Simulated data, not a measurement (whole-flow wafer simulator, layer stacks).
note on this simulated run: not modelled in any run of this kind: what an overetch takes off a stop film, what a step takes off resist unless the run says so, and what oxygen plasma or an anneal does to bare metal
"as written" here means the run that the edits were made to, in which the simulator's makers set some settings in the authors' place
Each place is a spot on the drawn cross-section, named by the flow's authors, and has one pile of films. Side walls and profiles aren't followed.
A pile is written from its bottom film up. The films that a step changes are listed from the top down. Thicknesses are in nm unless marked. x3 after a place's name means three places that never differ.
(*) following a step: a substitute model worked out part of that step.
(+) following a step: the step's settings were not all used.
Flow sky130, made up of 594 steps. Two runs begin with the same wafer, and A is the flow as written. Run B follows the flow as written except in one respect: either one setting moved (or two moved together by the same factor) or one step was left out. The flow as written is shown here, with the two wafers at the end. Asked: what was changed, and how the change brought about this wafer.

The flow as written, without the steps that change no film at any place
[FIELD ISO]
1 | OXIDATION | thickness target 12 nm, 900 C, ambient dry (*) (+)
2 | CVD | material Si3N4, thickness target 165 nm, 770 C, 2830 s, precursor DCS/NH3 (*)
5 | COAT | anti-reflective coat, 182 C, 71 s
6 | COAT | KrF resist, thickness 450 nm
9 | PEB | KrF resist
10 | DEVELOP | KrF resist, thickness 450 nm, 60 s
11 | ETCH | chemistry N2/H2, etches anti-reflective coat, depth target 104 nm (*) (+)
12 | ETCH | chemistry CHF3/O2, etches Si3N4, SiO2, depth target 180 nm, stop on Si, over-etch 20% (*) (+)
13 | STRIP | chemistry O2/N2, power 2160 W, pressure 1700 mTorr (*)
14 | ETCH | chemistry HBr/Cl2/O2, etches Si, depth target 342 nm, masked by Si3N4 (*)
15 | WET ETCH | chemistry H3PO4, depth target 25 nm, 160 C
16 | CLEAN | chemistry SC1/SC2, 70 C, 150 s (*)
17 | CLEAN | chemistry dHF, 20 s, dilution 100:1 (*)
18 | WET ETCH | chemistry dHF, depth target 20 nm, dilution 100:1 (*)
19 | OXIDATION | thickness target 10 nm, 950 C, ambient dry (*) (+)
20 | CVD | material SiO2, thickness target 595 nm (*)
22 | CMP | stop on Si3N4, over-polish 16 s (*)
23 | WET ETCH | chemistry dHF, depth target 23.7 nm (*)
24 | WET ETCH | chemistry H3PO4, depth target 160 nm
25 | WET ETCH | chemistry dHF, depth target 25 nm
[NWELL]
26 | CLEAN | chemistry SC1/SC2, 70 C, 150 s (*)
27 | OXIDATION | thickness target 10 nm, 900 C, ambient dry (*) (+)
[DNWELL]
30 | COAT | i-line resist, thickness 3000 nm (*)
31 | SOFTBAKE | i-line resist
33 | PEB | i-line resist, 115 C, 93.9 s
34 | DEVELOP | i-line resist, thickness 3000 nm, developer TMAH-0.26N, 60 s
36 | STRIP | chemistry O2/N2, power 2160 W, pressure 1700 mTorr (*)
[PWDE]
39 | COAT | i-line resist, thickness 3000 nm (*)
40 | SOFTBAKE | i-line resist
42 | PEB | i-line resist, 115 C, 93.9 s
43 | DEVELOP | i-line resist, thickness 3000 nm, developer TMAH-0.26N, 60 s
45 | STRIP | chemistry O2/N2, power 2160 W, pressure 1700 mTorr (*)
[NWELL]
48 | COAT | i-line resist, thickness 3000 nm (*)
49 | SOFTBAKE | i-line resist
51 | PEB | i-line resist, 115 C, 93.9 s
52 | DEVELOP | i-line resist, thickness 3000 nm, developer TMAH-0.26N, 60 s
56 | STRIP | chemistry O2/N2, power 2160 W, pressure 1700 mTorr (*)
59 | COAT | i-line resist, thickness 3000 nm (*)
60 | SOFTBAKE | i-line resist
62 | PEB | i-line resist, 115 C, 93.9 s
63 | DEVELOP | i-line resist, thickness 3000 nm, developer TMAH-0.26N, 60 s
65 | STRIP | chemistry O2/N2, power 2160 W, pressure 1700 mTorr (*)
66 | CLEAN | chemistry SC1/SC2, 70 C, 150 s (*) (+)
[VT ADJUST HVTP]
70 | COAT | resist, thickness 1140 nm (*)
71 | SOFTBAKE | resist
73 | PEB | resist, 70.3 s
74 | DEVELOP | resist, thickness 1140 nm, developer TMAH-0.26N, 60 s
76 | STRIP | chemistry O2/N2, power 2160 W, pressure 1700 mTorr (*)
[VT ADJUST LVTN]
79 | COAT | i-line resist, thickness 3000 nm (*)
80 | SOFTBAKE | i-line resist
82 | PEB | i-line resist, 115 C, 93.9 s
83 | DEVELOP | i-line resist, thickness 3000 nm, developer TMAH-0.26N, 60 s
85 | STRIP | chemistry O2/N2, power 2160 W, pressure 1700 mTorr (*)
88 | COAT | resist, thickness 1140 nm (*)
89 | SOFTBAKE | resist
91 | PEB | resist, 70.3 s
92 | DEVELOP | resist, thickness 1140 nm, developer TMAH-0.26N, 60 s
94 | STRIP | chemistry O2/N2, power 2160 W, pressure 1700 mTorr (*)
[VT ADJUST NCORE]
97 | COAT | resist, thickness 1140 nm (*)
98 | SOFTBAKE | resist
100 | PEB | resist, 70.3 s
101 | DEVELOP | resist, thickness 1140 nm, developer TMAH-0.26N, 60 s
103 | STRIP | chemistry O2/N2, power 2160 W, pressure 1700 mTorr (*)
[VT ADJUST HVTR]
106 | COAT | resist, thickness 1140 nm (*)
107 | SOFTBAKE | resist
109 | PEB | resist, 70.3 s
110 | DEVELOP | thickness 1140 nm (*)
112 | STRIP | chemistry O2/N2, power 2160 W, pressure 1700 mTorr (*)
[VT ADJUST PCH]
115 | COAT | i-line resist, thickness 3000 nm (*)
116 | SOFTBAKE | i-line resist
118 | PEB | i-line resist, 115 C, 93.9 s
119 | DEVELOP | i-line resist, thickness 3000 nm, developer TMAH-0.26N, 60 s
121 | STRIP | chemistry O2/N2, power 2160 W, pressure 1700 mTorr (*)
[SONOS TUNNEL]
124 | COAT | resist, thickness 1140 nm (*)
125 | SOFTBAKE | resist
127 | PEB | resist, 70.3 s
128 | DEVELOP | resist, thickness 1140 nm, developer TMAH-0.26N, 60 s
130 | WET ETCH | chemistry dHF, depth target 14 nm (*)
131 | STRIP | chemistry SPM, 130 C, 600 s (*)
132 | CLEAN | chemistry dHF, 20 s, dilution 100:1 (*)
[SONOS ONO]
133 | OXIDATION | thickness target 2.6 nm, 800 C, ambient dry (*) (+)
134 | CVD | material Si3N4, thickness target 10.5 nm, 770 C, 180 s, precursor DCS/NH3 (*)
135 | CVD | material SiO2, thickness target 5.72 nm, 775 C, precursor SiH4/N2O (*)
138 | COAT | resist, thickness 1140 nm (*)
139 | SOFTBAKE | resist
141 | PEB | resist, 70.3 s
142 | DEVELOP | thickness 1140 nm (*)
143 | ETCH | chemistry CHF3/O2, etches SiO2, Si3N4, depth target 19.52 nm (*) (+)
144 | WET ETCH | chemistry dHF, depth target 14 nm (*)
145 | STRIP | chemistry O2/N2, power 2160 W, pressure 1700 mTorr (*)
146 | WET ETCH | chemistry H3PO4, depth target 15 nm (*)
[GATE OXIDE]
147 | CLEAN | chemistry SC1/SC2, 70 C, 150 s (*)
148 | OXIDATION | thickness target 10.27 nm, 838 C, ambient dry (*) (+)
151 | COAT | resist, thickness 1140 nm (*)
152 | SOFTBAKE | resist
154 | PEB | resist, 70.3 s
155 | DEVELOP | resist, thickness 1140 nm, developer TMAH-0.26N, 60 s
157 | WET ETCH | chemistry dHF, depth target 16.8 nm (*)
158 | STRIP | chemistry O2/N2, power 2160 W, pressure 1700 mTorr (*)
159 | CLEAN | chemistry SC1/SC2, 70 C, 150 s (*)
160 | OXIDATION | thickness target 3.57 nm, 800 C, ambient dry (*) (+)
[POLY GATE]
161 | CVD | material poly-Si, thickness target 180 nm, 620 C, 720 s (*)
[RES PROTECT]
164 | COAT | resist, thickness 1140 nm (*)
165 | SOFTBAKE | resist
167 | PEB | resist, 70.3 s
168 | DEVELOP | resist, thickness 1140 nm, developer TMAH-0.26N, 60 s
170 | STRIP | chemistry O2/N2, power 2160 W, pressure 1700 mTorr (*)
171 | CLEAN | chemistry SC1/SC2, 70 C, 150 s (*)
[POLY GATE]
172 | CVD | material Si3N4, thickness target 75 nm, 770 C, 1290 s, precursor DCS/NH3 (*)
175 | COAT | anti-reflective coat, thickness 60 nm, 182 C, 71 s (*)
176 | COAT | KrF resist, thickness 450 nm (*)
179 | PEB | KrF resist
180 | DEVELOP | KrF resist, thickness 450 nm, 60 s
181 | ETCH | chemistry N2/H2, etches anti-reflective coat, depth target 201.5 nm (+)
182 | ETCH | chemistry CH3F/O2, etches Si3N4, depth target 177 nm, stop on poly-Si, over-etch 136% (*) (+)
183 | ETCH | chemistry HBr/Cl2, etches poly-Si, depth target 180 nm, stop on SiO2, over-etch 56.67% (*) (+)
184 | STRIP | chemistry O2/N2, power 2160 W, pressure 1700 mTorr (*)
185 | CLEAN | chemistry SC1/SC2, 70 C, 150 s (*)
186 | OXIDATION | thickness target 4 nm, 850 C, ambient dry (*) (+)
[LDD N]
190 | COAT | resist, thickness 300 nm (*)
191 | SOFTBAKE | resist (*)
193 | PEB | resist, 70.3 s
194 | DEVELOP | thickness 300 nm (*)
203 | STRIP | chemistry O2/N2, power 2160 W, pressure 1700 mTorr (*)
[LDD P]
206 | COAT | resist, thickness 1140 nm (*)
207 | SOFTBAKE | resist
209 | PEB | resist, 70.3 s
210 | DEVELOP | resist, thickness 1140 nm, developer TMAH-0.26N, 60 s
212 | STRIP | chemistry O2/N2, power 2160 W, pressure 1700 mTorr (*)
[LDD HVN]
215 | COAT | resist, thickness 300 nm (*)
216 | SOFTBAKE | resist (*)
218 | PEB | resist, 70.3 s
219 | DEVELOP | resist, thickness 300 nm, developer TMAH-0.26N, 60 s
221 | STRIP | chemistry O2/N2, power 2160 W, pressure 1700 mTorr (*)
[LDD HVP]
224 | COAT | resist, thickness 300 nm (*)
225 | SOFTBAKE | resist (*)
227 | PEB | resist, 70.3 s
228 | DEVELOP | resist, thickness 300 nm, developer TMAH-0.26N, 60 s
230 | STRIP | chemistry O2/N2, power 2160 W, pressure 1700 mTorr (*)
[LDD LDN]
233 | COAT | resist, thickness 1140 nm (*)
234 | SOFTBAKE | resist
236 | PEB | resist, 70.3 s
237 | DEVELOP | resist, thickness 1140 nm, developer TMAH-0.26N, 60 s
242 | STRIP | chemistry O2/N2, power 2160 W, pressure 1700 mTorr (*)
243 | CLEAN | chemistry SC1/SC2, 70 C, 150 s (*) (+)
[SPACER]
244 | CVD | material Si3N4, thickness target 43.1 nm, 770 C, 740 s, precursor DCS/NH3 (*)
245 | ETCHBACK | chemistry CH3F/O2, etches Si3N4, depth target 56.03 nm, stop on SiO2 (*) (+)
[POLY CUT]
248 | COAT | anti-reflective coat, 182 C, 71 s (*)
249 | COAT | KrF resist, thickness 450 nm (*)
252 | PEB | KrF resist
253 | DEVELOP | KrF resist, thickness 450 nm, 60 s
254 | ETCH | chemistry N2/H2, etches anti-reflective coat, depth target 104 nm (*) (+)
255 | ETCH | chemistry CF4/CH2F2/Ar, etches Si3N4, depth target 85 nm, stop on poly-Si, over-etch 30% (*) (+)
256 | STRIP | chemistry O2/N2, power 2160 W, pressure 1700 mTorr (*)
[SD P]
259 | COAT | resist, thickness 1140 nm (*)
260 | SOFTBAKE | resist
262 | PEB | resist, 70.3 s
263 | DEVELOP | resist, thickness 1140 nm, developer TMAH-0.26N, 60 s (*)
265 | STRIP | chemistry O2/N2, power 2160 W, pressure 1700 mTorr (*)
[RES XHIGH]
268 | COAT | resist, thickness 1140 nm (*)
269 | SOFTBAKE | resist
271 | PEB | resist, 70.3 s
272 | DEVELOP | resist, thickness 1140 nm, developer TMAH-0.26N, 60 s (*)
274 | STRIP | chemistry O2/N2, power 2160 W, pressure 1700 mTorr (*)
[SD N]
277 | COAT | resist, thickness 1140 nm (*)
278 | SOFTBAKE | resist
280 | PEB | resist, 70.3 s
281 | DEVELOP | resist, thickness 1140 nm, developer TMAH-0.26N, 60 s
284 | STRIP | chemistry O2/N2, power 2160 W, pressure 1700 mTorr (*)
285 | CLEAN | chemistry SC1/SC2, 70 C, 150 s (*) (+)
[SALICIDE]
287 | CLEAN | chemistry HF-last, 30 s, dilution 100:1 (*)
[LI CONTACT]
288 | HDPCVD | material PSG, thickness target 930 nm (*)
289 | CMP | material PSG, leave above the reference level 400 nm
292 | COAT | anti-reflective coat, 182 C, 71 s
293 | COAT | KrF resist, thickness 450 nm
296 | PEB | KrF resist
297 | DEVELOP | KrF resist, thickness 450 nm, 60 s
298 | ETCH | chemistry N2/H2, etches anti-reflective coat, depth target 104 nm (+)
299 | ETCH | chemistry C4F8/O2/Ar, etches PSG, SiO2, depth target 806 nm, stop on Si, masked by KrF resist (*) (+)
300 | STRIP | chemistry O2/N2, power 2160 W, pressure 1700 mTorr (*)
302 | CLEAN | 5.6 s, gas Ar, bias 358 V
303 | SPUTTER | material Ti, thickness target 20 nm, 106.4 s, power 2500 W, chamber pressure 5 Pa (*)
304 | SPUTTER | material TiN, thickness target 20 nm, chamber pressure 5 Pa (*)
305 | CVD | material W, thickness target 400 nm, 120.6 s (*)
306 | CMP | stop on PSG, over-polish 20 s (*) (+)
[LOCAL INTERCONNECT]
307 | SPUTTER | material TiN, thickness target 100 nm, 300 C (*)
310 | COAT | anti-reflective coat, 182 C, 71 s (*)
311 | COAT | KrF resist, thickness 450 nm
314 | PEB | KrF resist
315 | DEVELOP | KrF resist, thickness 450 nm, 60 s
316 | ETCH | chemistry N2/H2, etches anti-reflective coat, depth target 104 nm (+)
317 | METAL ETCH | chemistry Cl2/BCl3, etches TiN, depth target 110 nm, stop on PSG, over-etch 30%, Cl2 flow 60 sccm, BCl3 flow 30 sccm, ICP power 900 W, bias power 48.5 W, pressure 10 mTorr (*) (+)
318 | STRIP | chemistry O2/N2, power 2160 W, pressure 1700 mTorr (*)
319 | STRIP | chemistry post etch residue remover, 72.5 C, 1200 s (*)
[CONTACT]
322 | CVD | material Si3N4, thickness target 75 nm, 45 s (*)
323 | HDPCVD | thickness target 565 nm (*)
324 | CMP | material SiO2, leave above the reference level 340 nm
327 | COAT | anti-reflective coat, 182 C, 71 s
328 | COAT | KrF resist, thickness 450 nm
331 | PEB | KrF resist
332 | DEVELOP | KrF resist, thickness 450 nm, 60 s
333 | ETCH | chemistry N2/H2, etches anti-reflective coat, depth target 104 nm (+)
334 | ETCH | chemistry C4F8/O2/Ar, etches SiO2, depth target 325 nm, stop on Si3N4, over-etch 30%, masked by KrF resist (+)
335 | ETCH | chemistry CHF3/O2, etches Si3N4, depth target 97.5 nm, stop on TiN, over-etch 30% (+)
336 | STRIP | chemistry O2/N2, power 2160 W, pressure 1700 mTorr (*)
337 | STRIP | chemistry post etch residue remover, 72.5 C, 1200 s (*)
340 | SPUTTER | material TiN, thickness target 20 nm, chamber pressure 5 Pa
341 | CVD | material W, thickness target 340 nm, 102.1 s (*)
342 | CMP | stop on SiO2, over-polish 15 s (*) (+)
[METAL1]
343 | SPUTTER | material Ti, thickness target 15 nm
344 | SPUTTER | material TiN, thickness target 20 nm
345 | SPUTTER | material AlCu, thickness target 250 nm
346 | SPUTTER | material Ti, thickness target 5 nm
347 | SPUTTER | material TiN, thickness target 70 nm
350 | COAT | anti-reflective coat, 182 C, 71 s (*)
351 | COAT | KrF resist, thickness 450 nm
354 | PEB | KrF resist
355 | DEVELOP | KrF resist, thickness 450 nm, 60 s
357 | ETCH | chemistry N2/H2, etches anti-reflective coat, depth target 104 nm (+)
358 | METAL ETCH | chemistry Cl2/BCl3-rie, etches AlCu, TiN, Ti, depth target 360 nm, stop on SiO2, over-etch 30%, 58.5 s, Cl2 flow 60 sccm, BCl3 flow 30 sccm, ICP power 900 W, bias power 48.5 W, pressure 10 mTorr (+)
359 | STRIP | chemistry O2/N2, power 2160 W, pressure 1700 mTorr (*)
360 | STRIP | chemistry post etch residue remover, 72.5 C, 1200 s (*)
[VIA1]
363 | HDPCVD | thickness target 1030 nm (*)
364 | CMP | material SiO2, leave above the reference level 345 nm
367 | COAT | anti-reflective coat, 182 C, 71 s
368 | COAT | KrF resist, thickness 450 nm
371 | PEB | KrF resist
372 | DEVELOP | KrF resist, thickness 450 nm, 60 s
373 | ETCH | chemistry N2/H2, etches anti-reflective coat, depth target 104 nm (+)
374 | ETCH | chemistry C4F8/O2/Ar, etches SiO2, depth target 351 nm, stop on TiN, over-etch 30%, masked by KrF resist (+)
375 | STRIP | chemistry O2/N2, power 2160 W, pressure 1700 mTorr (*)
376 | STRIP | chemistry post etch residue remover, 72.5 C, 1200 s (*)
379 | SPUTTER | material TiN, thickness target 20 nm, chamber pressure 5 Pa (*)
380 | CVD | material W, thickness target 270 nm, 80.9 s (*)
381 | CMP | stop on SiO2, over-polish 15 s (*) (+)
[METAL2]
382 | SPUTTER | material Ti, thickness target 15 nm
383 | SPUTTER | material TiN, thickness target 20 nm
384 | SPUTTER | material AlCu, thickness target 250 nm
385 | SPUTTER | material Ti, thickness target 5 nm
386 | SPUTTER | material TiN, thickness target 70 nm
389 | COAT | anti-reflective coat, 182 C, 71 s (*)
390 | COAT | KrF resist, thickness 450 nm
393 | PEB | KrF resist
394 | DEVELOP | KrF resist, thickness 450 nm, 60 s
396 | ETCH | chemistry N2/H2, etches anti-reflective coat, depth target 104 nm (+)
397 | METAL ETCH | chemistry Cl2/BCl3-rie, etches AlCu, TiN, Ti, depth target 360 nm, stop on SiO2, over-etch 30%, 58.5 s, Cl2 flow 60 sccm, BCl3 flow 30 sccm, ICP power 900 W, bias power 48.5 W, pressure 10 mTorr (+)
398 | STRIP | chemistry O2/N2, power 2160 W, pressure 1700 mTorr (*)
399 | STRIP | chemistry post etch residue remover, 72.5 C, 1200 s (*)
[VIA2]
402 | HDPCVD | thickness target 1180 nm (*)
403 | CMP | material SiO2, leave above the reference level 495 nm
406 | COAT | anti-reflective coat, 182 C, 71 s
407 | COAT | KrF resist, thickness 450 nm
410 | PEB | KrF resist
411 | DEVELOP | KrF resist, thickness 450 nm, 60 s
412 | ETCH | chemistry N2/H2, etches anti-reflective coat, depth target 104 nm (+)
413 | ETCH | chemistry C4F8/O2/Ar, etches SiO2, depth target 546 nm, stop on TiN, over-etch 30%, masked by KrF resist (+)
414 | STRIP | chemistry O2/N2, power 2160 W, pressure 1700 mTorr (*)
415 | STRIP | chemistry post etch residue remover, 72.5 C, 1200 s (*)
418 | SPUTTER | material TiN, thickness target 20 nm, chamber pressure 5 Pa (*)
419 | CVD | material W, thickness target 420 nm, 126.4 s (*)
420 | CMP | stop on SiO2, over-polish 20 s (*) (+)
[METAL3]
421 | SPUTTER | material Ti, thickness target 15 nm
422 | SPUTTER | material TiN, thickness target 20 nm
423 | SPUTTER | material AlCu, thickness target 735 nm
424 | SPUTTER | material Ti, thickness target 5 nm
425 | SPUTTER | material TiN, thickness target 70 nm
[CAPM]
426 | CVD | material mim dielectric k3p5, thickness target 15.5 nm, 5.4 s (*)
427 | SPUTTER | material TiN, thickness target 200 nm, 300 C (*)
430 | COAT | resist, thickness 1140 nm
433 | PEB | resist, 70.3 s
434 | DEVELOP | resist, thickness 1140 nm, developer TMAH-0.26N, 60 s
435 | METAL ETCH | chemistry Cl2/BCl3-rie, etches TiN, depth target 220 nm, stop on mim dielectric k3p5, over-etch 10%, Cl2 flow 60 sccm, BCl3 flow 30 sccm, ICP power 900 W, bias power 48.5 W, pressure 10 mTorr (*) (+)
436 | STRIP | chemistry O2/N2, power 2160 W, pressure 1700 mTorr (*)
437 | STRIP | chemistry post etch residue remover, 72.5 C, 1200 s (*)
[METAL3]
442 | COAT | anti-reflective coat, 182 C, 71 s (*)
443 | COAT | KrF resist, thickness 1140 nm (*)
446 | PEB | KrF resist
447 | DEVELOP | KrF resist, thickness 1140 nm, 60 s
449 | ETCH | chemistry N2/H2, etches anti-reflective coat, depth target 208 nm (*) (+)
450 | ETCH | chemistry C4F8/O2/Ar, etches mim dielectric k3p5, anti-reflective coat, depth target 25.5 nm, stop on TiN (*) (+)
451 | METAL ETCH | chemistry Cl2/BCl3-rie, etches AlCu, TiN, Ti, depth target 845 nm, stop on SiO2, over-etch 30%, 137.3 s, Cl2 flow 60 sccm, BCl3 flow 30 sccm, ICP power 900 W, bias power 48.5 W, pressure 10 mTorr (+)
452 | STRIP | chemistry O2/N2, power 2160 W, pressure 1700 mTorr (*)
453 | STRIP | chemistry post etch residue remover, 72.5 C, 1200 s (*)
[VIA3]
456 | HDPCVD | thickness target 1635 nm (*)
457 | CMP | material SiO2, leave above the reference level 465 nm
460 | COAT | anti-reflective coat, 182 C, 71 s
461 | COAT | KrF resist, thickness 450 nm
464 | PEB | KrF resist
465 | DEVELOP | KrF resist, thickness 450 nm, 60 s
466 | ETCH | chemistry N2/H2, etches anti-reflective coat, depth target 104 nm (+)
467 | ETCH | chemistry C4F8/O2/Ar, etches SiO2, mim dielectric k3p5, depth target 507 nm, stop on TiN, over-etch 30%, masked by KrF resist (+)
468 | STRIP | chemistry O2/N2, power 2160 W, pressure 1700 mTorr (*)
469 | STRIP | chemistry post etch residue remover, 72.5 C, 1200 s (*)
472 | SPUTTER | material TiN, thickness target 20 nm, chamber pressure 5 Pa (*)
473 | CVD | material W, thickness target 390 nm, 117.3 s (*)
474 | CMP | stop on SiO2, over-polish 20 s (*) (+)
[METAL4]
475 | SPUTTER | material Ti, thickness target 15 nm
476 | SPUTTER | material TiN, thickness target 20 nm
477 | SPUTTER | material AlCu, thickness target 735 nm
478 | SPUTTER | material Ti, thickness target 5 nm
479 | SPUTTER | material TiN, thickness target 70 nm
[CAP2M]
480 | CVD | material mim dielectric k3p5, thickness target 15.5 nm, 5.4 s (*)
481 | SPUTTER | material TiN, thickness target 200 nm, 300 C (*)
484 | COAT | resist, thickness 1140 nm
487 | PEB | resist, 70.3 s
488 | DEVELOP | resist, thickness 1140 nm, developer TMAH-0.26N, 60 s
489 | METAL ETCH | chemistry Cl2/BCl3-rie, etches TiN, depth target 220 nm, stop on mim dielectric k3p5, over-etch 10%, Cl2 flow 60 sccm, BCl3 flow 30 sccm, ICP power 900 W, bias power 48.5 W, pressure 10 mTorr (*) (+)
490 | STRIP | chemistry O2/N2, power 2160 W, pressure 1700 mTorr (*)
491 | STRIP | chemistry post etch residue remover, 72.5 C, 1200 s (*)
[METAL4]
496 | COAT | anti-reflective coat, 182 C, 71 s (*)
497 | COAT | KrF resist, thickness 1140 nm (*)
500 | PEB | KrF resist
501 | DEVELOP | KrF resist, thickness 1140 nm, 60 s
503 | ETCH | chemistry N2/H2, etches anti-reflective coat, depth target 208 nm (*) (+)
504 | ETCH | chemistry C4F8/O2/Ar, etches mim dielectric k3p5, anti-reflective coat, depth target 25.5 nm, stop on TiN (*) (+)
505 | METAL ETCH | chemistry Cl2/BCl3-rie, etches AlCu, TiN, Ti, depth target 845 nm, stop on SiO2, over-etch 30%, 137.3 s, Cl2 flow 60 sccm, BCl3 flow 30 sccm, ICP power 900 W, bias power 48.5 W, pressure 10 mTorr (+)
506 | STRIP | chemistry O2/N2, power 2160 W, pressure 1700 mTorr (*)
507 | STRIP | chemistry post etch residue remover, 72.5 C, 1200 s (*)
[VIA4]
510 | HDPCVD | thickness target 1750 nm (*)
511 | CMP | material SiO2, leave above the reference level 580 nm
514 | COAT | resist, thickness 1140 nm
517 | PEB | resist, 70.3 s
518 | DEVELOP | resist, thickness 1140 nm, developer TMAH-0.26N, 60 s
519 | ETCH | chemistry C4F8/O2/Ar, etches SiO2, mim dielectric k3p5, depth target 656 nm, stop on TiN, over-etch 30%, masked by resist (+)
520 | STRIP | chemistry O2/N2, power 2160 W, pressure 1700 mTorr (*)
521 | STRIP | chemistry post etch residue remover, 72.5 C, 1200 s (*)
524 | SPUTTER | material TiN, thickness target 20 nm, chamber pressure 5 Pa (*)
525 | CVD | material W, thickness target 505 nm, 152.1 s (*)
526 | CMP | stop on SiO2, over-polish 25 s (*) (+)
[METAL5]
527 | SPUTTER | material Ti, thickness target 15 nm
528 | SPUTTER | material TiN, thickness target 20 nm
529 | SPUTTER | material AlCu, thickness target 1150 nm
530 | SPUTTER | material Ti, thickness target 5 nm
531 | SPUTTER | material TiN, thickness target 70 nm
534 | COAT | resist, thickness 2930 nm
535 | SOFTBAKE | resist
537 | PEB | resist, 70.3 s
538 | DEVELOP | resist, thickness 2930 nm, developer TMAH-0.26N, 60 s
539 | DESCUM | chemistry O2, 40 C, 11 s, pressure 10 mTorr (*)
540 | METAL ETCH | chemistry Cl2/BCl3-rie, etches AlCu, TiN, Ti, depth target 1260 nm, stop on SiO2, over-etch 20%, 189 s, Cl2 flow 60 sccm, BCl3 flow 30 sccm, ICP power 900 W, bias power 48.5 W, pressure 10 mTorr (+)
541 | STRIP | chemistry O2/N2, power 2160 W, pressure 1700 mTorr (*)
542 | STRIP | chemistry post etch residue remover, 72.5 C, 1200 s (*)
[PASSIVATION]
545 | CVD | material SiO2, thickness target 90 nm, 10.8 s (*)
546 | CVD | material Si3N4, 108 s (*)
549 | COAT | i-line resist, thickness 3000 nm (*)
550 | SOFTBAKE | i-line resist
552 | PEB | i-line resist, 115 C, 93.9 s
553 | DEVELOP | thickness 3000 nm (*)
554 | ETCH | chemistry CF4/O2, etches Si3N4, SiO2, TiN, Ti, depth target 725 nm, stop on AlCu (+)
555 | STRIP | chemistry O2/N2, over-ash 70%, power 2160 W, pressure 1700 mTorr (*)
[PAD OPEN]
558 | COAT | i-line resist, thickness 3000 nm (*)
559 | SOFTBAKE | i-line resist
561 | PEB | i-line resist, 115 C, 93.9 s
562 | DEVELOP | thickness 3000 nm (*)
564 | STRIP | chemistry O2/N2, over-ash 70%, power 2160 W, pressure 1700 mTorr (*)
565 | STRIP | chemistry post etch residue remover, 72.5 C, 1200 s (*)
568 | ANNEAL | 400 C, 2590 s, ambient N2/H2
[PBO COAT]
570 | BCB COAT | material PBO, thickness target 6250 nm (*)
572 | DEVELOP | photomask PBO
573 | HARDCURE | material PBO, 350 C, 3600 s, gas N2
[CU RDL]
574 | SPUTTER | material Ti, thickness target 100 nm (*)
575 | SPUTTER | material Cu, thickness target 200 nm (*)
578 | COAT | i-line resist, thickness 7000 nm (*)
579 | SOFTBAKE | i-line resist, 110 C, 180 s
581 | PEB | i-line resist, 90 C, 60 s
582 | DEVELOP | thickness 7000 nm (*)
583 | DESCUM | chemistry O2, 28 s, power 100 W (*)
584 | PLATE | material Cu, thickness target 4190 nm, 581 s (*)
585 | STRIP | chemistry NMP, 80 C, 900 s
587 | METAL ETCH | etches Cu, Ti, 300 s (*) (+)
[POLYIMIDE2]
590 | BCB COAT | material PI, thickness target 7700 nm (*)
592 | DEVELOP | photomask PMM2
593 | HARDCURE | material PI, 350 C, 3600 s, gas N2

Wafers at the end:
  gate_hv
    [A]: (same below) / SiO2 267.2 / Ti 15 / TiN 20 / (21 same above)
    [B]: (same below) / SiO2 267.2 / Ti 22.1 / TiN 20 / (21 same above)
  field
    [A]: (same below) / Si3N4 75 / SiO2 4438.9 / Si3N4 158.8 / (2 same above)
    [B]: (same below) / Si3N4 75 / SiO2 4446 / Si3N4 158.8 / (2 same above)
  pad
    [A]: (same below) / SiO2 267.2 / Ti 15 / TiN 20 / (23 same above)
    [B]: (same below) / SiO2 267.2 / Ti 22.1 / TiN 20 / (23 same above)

Cause: step 382, SPUTTER: thickness target 22.1 nm was run, though the flow has thickness target 15 nm.
One can read it off the wafer: gate_hv has Ti 22.1, and step 382 as written asks for 15 nm.

Step by step, how the change led to this:
  382 | SPUTTER | material Ti, thickness target 15 nm
      field, active, n_well and 188 more: A Ti gains 15 (new film) | B Ti gains 22.1 (new film)
  397 | METAL ETCH | chemistry Cl2/BCl3-rie, etches AlCu, TiN, Ti, depth target 360 nm, stop on SiO2, over-etch 30%, 58.5 s, Cl2 flow 60 sccm, BCl3 flow 30 sccm, ICP power 900 W, bias power 48.5 W, pressure 10 mTorr (+)
      field, active, gate and 82 more: A TiN loses 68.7 (all of it), Ti loses 5 (all of it), AlCu loses 250 (all of it), TiN loses 20 (all of it), Ti loses 15 (all of it), SiO2 loses 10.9 | B TiN loses 68.7 (all of it), Ti loses 5 (all of it), AlCu loses 250 (all of it), TiN loses 20 (all of it), Ti loses 22.1 (all of it), SiO2 loses 10.2
